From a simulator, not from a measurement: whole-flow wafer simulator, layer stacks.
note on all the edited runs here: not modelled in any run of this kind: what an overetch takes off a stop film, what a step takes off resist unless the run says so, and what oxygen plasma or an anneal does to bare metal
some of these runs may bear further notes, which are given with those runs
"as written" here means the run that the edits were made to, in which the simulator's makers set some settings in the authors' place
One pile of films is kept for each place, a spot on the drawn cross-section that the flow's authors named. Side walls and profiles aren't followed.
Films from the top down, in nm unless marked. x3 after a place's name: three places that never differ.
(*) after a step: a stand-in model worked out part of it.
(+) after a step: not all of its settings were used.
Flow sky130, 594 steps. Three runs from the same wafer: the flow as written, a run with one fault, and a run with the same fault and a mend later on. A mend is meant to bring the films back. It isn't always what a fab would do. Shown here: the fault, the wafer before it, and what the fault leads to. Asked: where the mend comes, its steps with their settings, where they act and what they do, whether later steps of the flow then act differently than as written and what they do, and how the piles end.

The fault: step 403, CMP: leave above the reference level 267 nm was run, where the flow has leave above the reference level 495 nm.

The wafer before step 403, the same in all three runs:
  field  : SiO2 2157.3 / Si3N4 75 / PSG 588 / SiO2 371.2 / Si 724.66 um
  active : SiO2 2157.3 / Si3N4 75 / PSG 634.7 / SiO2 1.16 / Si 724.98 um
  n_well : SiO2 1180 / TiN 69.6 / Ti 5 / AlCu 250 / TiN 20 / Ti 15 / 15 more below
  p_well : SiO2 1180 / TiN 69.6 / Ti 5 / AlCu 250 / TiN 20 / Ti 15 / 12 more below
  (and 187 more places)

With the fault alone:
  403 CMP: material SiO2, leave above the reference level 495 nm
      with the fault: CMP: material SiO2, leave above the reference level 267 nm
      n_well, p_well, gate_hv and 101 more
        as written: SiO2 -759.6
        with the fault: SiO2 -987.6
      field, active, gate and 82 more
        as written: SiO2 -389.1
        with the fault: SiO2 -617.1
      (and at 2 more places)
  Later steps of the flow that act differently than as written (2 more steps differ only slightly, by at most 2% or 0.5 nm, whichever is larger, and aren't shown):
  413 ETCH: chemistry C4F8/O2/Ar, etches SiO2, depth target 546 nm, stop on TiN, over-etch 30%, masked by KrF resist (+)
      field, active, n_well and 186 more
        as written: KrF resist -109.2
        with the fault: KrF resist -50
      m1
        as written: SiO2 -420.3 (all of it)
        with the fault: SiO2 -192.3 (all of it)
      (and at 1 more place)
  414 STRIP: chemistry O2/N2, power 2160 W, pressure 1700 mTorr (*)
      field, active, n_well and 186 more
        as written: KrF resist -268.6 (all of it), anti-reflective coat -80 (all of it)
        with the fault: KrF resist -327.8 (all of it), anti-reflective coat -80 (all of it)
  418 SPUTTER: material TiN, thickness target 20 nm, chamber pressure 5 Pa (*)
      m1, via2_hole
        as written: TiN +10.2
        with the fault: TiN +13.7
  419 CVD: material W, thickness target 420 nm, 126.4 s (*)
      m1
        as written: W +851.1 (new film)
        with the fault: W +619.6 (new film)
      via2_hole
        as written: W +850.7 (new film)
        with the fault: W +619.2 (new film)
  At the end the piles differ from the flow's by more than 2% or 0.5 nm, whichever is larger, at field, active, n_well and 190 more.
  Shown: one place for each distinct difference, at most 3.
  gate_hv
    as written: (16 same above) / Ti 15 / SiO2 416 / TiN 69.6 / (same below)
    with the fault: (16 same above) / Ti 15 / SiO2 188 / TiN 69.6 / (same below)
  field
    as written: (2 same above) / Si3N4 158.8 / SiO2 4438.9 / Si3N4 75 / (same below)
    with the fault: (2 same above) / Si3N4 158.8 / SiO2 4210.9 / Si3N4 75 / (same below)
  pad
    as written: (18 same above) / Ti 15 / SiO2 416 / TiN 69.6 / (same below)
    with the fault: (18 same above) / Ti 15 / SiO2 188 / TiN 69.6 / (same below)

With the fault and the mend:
  The mend comes after step 403.
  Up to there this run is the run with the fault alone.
  403a HDPCVD: thickness target 228 nm (*) (the flow's step 402 once more, with other settings)
      field, active, n_well and 188 more
        SiO2 +228
  No later step of the flow acts differently than as written, at any place that is followed, by more than 2% or 0.5 nm, whichever is larger.
  At the end the piles are the same as the flow's at every place that both follow.
